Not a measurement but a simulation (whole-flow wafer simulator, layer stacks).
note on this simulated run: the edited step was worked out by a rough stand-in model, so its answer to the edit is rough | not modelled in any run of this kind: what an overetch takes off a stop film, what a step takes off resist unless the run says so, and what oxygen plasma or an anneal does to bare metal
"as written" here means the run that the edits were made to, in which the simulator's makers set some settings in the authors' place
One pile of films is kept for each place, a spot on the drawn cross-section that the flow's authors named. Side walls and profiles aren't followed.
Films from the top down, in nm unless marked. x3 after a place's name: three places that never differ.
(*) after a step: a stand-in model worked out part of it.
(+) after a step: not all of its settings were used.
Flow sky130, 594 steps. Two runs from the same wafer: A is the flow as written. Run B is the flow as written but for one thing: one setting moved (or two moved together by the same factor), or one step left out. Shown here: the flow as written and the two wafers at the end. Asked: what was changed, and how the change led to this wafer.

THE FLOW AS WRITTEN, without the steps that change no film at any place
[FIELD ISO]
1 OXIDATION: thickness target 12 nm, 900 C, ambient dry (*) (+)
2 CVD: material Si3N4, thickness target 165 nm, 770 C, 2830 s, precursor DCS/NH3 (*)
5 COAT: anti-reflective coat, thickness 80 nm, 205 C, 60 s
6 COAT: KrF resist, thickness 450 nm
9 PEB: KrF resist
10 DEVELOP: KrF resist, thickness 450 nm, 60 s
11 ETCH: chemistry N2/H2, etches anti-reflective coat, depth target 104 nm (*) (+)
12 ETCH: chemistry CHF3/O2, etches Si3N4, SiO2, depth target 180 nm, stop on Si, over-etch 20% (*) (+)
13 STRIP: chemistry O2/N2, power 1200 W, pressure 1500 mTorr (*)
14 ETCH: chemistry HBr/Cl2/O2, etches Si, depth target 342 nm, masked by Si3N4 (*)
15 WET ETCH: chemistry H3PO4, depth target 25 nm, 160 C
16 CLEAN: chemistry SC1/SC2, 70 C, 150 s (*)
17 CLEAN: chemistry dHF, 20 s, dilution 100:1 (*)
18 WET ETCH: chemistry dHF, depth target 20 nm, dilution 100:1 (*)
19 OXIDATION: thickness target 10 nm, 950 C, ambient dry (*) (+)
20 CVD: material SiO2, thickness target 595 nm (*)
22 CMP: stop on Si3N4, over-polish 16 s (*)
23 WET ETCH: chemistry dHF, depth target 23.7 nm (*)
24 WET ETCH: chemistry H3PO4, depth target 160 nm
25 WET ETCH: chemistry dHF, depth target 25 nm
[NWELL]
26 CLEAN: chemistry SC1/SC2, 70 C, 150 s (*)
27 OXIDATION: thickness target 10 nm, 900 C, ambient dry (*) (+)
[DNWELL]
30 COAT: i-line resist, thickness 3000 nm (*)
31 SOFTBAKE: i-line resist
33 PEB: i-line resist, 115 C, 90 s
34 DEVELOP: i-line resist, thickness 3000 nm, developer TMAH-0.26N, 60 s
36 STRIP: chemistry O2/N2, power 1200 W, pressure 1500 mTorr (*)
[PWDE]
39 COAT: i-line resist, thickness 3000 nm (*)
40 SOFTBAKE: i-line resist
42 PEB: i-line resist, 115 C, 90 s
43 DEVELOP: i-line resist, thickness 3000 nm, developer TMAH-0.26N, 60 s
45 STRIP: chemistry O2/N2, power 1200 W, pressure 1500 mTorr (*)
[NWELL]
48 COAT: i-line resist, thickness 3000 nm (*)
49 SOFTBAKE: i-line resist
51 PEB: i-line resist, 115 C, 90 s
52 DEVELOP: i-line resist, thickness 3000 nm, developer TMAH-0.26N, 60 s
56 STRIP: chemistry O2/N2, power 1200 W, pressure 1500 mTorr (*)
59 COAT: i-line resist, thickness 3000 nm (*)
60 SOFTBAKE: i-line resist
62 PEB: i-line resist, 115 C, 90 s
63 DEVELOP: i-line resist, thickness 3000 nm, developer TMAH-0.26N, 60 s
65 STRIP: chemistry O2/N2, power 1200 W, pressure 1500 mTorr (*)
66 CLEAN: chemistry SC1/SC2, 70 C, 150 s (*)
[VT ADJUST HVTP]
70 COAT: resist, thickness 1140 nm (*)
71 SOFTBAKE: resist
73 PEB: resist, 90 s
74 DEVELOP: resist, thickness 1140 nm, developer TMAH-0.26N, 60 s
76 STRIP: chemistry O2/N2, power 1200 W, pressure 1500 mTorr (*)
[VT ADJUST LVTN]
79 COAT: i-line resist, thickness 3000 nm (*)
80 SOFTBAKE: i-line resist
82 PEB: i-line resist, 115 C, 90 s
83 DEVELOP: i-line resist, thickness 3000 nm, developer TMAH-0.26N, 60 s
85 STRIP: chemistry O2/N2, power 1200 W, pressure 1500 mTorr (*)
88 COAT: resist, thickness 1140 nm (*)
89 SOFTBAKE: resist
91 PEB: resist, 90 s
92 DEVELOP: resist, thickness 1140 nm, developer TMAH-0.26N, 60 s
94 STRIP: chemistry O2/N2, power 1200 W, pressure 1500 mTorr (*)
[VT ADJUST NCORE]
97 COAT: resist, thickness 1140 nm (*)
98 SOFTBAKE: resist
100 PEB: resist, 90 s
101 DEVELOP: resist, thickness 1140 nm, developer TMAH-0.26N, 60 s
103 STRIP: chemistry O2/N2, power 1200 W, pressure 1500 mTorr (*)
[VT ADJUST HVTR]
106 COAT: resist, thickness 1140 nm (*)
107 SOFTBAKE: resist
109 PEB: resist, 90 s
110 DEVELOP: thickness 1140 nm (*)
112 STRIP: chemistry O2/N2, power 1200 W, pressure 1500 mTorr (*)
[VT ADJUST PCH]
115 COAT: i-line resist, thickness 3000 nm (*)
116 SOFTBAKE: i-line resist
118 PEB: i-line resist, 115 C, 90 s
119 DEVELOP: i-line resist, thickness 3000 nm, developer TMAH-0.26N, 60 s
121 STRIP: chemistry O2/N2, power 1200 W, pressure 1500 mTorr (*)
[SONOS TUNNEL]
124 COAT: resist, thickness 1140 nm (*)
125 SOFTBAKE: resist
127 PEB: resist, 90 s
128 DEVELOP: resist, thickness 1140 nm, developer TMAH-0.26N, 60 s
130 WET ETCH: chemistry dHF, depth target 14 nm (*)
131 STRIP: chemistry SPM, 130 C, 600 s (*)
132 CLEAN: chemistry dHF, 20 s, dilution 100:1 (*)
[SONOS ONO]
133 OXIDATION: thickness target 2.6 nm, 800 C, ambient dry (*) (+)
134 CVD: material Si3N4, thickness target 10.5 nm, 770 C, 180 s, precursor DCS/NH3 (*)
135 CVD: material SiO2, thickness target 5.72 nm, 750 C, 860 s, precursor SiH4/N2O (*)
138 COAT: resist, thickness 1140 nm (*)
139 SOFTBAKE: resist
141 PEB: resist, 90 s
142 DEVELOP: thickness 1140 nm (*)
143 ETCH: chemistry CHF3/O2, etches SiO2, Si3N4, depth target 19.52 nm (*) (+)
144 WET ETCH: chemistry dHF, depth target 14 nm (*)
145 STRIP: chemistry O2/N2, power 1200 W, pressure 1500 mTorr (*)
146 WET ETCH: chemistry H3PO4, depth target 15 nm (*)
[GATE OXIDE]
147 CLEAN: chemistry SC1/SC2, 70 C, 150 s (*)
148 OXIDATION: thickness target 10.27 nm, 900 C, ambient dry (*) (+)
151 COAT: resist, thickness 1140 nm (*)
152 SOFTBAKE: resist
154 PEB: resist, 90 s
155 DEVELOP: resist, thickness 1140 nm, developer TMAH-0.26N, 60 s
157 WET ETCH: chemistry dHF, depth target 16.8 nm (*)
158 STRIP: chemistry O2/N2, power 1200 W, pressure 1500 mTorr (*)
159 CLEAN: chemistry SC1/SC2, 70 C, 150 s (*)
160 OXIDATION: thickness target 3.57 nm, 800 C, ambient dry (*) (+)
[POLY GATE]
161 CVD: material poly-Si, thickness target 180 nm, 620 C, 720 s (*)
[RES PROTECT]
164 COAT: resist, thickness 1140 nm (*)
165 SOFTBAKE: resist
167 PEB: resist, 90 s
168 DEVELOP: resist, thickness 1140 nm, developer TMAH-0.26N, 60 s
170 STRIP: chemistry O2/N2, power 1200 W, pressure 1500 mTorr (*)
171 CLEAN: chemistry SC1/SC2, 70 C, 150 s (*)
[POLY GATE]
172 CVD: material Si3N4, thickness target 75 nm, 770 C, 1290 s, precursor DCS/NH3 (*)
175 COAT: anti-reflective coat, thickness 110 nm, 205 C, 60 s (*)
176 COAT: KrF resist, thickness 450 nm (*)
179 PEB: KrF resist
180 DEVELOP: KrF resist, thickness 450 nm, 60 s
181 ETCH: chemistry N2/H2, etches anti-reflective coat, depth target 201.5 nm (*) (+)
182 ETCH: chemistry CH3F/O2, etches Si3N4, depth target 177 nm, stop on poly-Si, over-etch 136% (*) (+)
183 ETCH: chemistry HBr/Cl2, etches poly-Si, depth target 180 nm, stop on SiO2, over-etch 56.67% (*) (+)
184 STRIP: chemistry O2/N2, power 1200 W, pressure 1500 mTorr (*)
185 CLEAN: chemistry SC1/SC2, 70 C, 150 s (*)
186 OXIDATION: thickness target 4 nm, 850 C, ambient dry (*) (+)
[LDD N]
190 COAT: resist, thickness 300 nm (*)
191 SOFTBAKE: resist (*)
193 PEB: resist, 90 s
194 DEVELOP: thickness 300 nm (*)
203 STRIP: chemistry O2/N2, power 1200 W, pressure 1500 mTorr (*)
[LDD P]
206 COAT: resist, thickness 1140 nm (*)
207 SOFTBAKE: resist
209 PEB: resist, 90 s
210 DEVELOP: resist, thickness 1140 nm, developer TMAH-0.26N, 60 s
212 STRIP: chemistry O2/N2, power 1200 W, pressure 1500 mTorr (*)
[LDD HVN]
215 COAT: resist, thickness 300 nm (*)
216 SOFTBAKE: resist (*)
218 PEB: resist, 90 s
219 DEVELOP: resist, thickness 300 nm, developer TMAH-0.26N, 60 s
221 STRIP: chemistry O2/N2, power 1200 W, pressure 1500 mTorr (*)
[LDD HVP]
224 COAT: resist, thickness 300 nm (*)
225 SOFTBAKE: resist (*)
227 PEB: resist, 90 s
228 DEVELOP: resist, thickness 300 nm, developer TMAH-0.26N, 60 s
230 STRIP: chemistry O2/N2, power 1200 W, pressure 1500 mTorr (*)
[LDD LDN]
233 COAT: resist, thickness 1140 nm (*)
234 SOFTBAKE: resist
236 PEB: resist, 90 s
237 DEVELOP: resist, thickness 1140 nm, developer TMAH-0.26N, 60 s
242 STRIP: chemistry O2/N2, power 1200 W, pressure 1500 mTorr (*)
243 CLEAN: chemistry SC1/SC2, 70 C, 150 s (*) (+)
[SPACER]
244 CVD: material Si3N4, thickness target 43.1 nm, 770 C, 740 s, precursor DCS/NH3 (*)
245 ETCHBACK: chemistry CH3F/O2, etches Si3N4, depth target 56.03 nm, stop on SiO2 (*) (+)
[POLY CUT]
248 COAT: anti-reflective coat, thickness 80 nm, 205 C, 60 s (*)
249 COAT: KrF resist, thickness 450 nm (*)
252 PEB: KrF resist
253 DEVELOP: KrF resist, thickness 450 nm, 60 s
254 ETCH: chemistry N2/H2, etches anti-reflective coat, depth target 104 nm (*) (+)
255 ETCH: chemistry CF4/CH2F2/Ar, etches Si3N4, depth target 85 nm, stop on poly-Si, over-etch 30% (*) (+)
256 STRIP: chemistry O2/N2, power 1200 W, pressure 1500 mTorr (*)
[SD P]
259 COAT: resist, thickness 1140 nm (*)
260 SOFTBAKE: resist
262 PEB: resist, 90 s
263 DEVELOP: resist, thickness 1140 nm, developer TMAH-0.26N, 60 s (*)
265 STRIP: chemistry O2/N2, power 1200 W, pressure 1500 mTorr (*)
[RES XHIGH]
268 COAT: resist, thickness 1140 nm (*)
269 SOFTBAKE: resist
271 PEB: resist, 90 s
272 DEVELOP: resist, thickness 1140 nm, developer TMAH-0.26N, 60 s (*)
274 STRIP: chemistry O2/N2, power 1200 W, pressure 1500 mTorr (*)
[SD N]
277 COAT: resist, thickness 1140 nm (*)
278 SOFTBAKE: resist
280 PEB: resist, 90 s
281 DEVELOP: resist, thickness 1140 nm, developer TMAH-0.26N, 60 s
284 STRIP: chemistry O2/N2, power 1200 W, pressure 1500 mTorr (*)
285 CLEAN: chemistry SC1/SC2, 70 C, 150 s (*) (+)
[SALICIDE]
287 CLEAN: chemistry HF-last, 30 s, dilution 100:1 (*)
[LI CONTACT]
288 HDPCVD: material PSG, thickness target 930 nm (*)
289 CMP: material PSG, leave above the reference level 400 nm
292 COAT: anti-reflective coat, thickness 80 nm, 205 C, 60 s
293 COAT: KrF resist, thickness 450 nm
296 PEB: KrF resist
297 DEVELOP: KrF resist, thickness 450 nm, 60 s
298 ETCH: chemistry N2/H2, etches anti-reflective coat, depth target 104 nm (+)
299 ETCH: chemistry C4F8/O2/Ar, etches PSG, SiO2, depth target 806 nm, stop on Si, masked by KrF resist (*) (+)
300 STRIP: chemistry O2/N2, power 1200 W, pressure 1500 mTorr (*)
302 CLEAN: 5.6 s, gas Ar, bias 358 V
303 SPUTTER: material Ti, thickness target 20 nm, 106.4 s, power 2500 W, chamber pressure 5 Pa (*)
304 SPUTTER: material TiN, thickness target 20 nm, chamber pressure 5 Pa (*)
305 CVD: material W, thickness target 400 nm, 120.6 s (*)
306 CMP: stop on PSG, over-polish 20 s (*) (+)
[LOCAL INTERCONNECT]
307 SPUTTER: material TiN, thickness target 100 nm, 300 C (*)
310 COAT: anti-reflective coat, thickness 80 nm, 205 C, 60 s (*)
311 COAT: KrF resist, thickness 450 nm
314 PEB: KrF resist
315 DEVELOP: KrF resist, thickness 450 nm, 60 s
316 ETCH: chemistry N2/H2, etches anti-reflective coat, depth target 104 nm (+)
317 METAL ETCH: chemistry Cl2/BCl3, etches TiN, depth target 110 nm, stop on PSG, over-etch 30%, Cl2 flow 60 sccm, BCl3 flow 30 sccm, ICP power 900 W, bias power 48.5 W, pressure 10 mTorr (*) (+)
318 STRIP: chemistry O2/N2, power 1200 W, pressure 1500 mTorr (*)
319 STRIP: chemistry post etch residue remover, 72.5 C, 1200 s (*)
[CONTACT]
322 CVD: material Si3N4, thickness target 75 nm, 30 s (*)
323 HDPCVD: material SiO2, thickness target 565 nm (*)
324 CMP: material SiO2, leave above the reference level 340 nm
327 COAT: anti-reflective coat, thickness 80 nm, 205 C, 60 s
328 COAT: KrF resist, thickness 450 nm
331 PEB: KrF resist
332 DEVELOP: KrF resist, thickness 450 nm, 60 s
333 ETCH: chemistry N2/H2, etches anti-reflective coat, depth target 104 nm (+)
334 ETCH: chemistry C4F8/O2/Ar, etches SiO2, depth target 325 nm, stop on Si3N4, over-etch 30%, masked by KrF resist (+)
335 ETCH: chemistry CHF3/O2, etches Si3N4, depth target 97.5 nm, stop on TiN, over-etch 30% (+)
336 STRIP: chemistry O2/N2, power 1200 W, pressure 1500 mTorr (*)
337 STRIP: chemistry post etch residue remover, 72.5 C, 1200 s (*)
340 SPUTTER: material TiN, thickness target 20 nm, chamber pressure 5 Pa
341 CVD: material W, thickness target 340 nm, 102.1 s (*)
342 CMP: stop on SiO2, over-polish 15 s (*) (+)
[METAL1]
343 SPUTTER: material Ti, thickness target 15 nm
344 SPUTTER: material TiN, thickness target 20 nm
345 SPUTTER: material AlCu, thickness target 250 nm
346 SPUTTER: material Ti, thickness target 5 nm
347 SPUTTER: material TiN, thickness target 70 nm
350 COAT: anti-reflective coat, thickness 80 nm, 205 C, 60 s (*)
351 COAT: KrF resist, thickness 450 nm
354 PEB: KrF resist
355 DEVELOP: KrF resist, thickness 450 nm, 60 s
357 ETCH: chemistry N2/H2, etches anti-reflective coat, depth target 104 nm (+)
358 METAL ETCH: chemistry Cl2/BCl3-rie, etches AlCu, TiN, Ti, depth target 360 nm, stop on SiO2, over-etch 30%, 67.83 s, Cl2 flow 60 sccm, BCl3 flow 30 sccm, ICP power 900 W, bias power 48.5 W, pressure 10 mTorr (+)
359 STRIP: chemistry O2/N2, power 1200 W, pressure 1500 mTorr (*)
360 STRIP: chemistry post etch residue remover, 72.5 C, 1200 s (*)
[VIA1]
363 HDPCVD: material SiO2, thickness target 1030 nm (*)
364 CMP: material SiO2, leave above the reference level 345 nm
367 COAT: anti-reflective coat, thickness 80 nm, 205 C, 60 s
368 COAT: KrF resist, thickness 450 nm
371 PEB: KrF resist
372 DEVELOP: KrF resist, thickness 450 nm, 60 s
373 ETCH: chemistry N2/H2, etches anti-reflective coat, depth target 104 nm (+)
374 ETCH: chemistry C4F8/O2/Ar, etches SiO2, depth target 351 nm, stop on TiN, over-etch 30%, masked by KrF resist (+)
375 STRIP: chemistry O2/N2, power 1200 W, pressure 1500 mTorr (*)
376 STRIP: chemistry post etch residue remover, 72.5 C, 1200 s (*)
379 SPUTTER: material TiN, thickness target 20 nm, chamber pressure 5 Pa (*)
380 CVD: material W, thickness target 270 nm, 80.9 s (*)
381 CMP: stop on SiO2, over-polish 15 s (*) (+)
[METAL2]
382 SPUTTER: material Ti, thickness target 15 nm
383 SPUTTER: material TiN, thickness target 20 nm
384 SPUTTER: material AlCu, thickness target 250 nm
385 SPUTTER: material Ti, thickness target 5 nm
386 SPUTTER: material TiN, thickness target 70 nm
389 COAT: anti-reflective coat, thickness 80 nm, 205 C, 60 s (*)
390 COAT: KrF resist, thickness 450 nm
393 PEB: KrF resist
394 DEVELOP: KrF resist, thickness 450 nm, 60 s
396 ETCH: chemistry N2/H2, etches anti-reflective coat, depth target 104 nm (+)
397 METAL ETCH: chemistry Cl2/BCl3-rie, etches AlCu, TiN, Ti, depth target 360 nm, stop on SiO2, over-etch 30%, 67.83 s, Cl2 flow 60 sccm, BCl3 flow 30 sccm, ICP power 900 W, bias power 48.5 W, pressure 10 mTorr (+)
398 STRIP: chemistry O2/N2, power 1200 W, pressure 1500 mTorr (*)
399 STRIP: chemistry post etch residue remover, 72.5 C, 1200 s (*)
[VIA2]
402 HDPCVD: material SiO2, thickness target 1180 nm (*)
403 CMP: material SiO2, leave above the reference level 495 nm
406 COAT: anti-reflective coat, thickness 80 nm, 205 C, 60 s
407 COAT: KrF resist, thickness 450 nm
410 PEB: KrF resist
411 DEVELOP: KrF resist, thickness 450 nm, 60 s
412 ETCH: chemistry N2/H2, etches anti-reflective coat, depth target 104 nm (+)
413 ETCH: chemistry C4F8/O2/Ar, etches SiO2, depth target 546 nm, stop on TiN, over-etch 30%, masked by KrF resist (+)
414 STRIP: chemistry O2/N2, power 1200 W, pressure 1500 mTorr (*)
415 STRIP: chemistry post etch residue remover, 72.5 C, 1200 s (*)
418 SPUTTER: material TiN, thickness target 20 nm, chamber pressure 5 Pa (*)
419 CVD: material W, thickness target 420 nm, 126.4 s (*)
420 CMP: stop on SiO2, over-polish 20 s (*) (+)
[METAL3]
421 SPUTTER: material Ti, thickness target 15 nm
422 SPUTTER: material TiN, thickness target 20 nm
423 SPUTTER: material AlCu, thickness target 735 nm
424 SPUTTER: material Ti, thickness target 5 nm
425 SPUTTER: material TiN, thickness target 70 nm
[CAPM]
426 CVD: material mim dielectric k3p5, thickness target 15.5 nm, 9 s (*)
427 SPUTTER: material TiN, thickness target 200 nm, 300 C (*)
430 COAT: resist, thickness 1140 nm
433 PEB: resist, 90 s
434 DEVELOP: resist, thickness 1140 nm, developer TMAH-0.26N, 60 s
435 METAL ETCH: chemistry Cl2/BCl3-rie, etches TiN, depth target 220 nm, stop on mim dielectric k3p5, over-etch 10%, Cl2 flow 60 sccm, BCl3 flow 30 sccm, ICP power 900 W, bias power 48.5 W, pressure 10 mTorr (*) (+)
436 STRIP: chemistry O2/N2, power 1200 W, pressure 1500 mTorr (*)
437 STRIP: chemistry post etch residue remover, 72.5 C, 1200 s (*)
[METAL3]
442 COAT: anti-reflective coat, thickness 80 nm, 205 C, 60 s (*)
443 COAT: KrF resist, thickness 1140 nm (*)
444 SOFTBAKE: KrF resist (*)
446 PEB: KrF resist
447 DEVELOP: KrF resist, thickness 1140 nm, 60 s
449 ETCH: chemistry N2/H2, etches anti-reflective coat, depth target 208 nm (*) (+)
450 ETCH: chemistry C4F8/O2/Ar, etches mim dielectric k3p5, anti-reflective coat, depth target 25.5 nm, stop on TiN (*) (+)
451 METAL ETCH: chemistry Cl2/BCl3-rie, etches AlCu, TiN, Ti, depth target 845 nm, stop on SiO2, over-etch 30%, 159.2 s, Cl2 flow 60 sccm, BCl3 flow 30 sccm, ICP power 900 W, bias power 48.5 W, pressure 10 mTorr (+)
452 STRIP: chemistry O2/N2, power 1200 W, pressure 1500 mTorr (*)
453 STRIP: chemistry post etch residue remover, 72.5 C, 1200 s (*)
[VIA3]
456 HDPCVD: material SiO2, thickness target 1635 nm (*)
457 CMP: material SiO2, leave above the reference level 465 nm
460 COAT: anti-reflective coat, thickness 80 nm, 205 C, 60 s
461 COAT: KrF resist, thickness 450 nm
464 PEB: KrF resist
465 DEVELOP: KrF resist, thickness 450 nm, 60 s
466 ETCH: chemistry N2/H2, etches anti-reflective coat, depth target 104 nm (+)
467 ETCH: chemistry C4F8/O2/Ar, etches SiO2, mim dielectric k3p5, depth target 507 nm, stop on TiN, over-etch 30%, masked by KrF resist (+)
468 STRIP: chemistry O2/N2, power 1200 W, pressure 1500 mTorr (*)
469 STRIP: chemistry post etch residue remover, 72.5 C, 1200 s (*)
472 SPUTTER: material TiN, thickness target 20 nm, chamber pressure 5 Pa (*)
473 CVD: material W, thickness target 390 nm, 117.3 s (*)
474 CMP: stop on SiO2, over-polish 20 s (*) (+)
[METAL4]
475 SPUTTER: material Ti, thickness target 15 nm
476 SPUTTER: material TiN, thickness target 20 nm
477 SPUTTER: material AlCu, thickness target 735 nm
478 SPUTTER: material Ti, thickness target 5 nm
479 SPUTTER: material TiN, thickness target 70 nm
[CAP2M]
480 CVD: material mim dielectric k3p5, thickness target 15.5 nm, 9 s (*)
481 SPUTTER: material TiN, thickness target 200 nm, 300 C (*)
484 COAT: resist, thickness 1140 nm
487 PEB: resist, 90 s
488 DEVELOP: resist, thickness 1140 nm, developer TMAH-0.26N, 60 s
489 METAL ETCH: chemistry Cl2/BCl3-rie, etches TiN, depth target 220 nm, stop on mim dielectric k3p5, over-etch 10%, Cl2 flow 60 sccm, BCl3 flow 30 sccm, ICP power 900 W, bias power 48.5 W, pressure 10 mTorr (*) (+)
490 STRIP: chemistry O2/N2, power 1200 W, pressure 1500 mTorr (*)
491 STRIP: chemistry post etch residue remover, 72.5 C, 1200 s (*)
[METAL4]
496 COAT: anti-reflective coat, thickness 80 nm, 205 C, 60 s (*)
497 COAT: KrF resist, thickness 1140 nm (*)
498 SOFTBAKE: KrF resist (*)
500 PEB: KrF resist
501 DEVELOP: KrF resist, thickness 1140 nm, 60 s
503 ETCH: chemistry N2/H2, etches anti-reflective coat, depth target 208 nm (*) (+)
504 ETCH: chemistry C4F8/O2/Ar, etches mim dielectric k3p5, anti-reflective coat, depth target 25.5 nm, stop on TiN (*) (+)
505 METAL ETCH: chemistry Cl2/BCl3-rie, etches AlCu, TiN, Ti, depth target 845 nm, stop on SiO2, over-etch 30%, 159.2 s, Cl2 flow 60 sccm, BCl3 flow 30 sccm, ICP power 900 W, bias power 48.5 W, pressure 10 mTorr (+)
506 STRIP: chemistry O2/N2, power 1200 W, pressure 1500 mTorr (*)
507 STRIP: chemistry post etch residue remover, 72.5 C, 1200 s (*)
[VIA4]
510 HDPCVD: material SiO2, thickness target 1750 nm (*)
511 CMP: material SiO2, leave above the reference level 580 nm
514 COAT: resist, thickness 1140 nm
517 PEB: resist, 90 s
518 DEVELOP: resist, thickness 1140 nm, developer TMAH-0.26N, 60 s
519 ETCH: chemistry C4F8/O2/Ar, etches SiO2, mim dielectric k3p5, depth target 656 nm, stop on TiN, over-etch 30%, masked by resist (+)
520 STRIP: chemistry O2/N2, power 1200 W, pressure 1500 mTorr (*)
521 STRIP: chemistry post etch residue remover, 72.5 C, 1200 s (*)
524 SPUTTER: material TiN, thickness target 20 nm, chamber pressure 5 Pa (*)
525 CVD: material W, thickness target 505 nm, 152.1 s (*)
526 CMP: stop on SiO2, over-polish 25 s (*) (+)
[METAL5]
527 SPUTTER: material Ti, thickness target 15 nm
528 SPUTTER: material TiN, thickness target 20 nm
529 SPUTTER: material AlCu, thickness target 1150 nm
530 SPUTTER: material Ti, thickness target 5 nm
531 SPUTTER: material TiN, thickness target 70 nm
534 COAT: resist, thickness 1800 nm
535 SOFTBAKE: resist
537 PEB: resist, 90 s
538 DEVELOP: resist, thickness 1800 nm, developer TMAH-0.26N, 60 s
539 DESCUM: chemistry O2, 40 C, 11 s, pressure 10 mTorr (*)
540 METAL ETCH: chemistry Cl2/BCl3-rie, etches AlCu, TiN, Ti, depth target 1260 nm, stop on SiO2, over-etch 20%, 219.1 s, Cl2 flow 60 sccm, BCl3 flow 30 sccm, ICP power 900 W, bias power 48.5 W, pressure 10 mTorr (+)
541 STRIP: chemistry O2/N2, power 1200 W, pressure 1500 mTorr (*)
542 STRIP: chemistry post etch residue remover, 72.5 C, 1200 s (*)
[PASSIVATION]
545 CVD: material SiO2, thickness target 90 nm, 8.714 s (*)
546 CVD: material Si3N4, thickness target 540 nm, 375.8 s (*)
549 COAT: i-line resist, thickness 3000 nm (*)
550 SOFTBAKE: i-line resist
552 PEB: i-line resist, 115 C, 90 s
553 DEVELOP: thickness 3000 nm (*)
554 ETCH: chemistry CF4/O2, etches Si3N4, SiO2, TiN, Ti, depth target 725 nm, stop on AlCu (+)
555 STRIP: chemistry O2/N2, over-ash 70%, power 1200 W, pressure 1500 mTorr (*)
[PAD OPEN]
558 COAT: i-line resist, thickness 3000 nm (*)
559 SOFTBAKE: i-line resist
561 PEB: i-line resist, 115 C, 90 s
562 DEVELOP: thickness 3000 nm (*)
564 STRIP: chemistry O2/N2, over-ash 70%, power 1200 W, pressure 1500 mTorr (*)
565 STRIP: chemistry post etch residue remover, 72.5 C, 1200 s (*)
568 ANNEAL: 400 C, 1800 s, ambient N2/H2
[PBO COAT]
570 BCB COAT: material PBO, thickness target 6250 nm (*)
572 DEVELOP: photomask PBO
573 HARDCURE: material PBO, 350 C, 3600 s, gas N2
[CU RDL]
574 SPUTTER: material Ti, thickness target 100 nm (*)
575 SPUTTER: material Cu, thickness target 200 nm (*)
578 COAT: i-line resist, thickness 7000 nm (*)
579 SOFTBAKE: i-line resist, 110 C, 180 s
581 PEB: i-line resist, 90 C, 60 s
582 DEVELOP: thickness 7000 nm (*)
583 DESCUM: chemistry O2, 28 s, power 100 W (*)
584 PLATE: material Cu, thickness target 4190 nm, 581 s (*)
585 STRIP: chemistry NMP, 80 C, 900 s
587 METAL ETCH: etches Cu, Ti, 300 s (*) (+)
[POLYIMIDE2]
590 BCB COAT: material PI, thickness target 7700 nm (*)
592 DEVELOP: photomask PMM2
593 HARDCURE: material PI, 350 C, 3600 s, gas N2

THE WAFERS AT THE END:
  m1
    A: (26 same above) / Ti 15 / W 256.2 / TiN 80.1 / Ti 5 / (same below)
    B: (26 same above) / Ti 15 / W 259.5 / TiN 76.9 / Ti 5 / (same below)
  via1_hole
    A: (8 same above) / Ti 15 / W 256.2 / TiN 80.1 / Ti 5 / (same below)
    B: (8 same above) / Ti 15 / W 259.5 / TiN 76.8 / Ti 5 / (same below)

The cause: step 379, SPUTTER: thickness target 14 nm was run, where the flow has thickness target 20 nm.

How the change led to this, step by step:
  379 SPUTTER: material TiN, thickness target 20 nm, chamber pressure 5 Pa (*)
      field, active, n_well and 186 more: A TiN +20 (new film) | B TiN +14 (new film)
      m1: A TiN +11 | B TiN +7.69
      (and at 1 more place)
  381 CMP: stop on SiO2, over-polish 15 s (*) (+)
      field, active, n_well and 186 more: A W -270 (all of it), TiN -20 (all of it), SiO2 -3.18 | B W -270 (all of it), TiN -14 (all of it), SiO2 -3.18
      m1, via1_hole: A W -293.6 | B W -287.6
